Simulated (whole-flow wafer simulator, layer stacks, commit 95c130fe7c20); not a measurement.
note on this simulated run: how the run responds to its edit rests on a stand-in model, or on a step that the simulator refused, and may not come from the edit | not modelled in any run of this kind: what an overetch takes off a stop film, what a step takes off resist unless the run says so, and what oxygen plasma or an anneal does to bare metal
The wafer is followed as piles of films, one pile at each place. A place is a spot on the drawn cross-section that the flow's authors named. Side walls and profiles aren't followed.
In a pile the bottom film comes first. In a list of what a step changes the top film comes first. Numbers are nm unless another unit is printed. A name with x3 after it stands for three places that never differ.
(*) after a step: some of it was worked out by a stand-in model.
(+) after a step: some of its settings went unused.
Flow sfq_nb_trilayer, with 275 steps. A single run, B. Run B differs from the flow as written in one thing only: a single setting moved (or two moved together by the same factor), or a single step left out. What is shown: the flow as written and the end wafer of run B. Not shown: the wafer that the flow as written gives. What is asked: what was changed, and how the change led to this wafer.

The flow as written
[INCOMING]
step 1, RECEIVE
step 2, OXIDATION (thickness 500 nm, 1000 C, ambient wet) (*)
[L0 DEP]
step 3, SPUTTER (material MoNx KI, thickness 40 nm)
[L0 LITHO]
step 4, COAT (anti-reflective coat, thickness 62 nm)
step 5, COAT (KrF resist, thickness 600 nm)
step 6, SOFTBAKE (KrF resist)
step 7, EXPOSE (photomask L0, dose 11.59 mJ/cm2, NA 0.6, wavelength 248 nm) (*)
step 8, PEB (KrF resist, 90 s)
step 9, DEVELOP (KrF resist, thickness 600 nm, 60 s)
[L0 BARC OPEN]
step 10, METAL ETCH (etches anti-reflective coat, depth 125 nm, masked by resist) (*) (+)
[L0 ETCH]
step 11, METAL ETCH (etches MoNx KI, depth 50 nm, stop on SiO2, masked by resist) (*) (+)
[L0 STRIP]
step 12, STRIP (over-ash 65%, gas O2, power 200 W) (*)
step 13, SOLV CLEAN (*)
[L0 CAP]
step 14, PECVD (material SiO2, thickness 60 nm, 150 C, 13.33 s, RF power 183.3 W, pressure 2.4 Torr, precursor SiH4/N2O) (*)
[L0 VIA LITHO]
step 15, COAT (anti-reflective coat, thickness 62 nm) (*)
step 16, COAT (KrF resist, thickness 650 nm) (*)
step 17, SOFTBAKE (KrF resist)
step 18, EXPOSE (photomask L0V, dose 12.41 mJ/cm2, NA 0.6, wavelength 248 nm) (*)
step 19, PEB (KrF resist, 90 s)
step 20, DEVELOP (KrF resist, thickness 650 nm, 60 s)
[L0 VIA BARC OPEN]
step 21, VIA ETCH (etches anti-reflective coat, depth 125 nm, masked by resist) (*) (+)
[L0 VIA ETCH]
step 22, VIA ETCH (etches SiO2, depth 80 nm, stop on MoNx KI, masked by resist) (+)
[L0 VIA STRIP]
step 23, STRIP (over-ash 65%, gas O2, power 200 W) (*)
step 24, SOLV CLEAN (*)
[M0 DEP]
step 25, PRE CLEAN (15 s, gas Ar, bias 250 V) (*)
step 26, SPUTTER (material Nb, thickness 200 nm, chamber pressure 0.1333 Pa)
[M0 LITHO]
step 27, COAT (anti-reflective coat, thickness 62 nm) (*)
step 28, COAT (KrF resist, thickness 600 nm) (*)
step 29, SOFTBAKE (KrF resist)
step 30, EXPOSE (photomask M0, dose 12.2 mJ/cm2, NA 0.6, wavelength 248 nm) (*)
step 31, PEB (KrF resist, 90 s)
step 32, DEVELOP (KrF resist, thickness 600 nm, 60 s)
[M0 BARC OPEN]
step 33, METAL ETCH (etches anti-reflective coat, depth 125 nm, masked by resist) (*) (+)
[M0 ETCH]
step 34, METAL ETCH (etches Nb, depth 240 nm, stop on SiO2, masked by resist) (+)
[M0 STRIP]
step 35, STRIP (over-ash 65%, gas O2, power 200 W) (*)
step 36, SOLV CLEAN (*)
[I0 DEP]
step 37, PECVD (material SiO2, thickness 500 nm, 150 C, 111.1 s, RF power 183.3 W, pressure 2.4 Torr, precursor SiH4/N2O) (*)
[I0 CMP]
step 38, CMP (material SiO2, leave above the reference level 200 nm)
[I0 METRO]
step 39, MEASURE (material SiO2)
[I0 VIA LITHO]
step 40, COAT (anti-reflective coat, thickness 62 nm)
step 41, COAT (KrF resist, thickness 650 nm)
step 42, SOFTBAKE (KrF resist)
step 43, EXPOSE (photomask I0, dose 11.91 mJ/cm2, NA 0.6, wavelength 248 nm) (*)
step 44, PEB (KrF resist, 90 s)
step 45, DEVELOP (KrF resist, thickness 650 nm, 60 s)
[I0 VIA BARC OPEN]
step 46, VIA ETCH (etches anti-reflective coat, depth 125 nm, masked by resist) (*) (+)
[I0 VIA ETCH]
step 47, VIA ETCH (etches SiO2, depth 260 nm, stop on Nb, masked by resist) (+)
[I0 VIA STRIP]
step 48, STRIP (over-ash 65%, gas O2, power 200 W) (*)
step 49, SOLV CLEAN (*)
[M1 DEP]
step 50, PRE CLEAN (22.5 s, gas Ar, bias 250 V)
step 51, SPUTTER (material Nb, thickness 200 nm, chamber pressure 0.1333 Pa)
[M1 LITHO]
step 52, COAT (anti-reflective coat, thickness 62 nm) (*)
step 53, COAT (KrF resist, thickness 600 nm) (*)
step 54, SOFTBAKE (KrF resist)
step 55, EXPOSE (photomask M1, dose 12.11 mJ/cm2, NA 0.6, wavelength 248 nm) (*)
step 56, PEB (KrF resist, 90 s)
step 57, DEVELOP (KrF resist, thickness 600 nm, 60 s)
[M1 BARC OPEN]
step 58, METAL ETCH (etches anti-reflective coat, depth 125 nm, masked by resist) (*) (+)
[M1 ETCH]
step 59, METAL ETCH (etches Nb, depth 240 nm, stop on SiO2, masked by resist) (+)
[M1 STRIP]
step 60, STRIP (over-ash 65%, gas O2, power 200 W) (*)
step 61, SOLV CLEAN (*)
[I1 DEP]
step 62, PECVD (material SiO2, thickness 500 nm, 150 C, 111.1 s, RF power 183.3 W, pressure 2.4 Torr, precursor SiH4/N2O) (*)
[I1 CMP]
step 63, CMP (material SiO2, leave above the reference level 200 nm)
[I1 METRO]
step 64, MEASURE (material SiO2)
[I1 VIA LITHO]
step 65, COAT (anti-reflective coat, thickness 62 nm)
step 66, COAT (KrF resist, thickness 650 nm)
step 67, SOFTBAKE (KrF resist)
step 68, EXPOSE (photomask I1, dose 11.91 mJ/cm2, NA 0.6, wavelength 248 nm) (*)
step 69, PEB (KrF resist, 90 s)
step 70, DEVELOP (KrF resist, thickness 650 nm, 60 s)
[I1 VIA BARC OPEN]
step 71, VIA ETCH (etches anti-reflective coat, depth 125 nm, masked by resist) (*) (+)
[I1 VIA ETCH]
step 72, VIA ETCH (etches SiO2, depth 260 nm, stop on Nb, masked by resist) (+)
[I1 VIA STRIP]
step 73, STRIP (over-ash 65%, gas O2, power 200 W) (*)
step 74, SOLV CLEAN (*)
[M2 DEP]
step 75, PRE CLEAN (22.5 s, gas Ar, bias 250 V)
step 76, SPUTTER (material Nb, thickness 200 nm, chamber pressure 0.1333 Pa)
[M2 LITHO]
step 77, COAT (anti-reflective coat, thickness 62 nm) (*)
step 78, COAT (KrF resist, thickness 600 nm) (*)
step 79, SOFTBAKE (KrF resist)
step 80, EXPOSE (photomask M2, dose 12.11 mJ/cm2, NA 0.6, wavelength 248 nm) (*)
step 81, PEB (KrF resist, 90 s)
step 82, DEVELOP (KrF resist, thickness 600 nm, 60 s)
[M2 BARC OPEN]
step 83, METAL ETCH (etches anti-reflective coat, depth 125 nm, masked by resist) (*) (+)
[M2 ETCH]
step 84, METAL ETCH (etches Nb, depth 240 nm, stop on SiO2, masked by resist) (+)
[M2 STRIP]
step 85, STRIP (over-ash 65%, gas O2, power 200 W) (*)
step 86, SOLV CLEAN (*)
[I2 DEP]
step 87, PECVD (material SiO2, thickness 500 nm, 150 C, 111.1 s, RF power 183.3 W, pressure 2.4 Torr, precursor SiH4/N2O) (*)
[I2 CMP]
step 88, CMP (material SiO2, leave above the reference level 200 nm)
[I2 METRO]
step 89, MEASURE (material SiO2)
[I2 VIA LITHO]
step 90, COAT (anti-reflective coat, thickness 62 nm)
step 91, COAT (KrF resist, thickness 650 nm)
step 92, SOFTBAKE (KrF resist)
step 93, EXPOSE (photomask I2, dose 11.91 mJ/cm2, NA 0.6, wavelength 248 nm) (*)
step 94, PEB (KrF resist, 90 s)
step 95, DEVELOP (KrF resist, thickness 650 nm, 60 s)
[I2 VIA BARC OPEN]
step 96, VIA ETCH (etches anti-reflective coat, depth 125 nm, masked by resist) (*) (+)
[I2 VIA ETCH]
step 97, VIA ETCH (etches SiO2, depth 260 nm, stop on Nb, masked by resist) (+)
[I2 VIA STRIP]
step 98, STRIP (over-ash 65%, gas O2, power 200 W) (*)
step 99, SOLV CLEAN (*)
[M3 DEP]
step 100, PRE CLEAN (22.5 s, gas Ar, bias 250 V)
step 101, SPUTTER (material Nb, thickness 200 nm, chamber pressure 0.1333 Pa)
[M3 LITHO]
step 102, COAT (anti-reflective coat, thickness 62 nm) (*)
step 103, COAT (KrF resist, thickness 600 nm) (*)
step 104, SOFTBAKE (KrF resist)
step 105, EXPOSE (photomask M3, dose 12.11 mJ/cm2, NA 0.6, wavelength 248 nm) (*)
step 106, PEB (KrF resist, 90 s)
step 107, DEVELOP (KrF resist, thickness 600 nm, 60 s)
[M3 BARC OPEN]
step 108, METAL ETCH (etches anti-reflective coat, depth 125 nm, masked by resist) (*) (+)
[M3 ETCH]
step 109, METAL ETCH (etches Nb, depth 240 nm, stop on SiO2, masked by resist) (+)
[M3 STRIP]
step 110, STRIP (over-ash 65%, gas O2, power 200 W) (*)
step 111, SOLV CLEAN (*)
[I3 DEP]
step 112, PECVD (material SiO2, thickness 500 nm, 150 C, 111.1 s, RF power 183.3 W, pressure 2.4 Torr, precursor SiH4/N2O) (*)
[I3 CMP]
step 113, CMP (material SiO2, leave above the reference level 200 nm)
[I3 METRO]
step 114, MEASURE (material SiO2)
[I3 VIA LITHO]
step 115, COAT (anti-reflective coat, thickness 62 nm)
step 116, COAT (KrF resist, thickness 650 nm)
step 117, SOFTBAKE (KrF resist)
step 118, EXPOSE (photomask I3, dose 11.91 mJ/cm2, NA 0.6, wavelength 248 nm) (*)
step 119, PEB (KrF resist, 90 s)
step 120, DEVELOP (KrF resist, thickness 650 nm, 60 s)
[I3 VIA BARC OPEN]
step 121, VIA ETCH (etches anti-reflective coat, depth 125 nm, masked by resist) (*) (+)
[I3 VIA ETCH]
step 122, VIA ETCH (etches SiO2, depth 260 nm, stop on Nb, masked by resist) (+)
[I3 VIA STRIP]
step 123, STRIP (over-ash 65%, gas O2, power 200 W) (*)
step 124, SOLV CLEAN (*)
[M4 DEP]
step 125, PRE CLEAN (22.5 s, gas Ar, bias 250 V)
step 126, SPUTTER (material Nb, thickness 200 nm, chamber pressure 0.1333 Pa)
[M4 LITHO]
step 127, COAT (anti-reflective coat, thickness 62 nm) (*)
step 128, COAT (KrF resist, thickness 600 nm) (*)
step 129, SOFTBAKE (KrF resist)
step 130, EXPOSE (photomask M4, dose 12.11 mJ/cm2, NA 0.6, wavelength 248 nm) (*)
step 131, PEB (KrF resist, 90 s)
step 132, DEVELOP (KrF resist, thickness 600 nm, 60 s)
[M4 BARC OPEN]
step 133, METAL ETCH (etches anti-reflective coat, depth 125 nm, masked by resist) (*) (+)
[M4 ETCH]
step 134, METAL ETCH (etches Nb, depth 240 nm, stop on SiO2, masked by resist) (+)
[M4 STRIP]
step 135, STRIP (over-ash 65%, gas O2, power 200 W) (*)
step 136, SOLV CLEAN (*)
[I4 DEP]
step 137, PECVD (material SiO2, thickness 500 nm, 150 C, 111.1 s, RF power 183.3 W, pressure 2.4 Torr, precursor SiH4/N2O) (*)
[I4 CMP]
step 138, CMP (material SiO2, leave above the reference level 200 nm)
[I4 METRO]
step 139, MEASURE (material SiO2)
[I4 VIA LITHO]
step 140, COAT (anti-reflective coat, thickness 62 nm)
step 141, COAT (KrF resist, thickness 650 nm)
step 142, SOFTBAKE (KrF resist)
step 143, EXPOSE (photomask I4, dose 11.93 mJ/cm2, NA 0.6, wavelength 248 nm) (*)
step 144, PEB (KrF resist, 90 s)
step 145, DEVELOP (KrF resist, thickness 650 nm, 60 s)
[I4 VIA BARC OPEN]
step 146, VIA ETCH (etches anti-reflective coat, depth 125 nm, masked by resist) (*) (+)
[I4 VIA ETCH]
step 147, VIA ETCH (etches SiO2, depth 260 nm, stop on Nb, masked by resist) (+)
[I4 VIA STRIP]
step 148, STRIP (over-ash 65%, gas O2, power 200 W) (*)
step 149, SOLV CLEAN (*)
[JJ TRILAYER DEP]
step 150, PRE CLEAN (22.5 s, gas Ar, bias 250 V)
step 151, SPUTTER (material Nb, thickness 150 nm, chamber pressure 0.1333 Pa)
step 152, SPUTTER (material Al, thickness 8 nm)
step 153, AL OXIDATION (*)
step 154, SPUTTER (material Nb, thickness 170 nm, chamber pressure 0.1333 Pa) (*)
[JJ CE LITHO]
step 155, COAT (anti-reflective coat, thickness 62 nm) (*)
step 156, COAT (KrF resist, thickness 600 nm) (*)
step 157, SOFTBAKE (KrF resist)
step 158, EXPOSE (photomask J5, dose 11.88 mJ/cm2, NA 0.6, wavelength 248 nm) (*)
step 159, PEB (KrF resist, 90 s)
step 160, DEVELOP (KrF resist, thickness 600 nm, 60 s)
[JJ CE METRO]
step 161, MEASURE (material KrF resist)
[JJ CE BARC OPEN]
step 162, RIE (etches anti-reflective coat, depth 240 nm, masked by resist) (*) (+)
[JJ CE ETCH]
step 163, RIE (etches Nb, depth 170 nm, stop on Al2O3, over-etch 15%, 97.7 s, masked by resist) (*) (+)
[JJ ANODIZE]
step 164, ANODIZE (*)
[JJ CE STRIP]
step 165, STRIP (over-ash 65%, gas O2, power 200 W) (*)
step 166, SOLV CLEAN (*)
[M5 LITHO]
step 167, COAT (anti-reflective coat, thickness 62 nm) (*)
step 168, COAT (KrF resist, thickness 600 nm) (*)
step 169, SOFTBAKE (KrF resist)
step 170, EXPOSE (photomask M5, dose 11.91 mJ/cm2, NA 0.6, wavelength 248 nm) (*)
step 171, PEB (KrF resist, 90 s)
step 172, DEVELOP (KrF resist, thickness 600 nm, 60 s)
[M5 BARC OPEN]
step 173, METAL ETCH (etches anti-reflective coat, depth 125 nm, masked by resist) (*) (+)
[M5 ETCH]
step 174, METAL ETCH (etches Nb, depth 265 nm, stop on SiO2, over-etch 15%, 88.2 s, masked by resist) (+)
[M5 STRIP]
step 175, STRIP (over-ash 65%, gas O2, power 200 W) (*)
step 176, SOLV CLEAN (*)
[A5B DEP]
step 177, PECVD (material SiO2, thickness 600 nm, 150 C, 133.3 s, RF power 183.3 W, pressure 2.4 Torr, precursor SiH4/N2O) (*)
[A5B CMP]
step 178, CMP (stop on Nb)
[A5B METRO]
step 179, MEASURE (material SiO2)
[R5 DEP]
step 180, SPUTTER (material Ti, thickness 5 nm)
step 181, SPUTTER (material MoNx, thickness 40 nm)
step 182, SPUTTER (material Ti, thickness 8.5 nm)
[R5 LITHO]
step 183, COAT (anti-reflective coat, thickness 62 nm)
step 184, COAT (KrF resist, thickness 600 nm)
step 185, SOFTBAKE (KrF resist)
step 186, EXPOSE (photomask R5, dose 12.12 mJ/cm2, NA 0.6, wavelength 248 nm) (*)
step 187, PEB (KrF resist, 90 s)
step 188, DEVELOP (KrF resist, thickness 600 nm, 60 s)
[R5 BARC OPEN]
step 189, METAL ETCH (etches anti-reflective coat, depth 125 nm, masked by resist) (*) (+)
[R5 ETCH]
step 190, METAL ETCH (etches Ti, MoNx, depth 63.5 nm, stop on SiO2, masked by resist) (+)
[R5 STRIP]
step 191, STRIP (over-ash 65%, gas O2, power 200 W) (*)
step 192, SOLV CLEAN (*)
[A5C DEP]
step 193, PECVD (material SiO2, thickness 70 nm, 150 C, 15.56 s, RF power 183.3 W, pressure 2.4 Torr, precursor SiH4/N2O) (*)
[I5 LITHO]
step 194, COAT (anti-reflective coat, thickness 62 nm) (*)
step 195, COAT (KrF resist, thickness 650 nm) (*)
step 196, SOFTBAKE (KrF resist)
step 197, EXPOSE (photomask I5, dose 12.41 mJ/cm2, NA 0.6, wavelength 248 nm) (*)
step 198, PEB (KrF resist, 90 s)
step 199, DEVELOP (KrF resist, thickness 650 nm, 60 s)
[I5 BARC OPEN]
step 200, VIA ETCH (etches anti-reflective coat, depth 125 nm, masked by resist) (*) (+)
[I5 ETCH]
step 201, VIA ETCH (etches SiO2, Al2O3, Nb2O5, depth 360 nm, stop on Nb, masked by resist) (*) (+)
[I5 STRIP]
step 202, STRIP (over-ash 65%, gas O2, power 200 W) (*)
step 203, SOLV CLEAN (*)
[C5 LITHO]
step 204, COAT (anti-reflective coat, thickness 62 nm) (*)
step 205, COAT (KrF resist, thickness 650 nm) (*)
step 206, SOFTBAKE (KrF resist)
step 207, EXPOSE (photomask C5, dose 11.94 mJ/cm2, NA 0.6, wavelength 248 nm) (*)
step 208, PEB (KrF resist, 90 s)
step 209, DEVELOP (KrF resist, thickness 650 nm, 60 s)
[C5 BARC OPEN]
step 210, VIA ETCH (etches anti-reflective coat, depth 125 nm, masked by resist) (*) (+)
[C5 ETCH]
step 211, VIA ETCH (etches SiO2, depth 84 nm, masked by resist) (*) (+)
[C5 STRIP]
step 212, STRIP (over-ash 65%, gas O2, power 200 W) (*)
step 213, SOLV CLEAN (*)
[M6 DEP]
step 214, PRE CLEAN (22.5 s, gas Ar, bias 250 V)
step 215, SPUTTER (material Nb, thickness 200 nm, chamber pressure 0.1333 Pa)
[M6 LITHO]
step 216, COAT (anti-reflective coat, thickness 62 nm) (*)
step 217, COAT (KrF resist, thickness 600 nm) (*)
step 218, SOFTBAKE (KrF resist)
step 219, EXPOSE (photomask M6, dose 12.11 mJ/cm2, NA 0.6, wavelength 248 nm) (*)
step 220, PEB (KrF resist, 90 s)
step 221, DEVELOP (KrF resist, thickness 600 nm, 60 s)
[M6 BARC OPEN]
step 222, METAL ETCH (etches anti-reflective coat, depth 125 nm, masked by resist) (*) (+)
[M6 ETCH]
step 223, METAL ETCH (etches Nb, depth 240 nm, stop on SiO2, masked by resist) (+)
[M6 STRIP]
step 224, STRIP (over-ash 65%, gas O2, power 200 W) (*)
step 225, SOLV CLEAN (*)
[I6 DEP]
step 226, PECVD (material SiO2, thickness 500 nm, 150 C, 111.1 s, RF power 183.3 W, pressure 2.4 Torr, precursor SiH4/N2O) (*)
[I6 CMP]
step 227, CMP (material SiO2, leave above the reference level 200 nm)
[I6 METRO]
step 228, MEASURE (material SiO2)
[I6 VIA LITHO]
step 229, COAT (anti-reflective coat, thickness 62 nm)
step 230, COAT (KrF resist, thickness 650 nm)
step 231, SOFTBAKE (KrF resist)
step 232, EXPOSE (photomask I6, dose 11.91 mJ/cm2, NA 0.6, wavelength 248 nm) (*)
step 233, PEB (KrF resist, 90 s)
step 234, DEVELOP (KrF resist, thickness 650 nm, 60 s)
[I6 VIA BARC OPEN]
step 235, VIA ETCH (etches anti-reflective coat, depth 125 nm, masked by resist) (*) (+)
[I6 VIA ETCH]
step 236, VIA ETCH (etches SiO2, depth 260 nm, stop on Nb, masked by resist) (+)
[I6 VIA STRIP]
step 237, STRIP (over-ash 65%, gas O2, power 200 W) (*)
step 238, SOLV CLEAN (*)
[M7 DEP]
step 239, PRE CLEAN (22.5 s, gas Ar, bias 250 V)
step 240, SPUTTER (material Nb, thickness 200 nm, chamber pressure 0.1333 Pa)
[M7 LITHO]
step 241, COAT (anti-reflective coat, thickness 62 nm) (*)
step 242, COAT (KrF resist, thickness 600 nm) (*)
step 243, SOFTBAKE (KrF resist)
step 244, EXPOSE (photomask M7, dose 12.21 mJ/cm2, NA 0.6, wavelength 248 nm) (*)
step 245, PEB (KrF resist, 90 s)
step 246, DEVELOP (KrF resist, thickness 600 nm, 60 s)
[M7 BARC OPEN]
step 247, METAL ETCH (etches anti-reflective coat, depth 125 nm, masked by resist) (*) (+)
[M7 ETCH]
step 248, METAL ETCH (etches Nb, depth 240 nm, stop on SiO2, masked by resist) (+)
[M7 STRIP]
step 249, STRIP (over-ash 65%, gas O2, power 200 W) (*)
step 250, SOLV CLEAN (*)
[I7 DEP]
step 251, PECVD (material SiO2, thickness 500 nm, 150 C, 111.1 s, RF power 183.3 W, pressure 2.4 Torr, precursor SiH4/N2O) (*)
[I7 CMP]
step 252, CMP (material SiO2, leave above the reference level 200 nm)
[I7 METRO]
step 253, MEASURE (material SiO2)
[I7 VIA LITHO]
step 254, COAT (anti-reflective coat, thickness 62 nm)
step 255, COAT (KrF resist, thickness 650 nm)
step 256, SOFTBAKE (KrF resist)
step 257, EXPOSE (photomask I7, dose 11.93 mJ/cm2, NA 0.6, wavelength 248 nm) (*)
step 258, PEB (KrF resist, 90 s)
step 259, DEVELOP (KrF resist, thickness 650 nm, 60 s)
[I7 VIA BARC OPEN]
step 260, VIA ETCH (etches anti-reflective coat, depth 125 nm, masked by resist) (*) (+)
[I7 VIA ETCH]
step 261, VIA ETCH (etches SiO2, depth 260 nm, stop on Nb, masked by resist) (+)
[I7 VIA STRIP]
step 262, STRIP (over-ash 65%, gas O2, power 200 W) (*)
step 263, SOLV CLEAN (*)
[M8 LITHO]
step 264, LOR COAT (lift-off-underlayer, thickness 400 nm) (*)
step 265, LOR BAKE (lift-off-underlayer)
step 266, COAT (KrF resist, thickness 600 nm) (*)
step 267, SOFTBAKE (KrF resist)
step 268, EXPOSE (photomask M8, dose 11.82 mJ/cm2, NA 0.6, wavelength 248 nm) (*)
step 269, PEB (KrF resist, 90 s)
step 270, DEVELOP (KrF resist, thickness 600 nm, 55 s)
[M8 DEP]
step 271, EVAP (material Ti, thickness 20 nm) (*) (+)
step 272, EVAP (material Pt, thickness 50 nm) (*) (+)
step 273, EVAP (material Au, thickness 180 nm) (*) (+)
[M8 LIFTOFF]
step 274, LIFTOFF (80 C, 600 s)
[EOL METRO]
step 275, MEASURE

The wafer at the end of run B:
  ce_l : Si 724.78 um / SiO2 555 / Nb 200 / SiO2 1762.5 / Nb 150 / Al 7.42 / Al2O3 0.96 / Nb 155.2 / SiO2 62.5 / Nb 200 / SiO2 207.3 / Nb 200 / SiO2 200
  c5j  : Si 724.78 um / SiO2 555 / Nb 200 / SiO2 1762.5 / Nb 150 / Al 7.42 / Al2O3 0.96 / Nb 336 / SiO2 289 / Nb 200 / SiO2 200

What caused this: step 190, METAL ETCH: depth 68.3 nm was run, though the flow has depth 63.5 nm.

Step by step, how the change led to this:
  step 190, METAL ETCH (etches Ti, MoNx, depth 63.5 nm, stop on SiO2, masked by resist) (+)
      be_r, r_sur, res, r_end, r5r_line_l, r5r_line_c, r5r_line_r: -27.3 KrF resist (it would be, as written: -25.4 KrF resist)
      ce_l, c5j, ce_r, wl_jj: -8.5 Ti (all of it), -40 MoNx (all of it), -5 Ti (all of it), -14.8 Nb (it would be, as written: -8.5 Ti (all of it), -40 MoNx (all of it), -5 Ti (all of it), -10 Nb)
  step 194, COAT (anti-reflective coat, thickness 62 nm) (*)
      ce_l: +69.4 anti-reflective coat (new film) (it would be, as written: +67.2 anti-reflective coat (new film))
      c5j: +66.3 anti-reflective coat (new film) (it would be, as written: +64.9 anti-reflective coat (new film))
      (and at 2 other places as well)
  step 202, STRIP (over-ash 65%, gas O2, power 200 W) (*)
      ce_l: -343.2 KrF resist (all of it), -69.4 anti-reflective coat (all of it) (it would be, as written: -341.5 KrF resist (all of it), -67.2 anti-reflective coat (all of it))
      c5j: -348.2 KrF resist (all of it), -66.3 anti-reflective coat (all of it) (it would be, as written: -345.8 KrF resist (all of it), -64.9 anti-reflective coat (all of it))
      (and at 2 other places as well)
  step 204, COAT (anti-reflective coat, thickness 62 nm) (*)
      ce_l: +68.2 anti-reflective coat (new film) (it would be, as written: +66 anti-reflective coat (new film))
      ce_r: +69.3 anti-reflective coat (new film) (it would be, as written: +67.2 anti-reflective coat (new film))
      (and at 1 other place as well)
  step 212, STRIP (over-ash 65%, gas O2, power 200 W) (*)
      ce_l: -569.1 KrF resist (all of it), -68.2 anti-reflective coat (all of it) (it would be, as written: -567.4 KrF resist (all of it), -66 anti-reflective coat (all of it))
      ce_r: -575.5 KrF resist (all of it), -69.3 anti-reflective coat (all of it) (it would be, as written: -573.7 KrF resist (all of it), -67.2 anti-reflective coat (all of it))
      (and at 1 other place as well)
  step 216, COAT (anti-reflective coat, thickness 62 nm) (*)
      ce_l: +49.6 anti-reflective coat (new film) (it would be, as written: +48 anti-reflective coat (new film))
      ce_r: +50.3 anti-reflective coat (new film) (it would be, as written: +48.8 anti-reflective coat (new film))
      (and at 2 other places as well)
  step 224, STRIP (over-ash 65%, gas O2, power 200 W) (*)
      ce_l: -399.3 KrF resist (all of it), -49.6 anti-reflective coat (all of it) (it would be, as written: -397.1 KrF resist (all of it), -48 anti-reflective coat (all of it))
      ce_r: -405.7 KrF resist (all of it), -50.3 anti-reflective coat (all of it) (it would be, as written: -403.5 KrF resist (all of it), -48.8 anti-reflective coat (all of it))
      (and at 2 other places as well)
  step 227, CMP (material SiO2, leave above the reference level 200 nm)
      c5j: -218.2 SiO2 (it would be, as written: -223 SiO2)
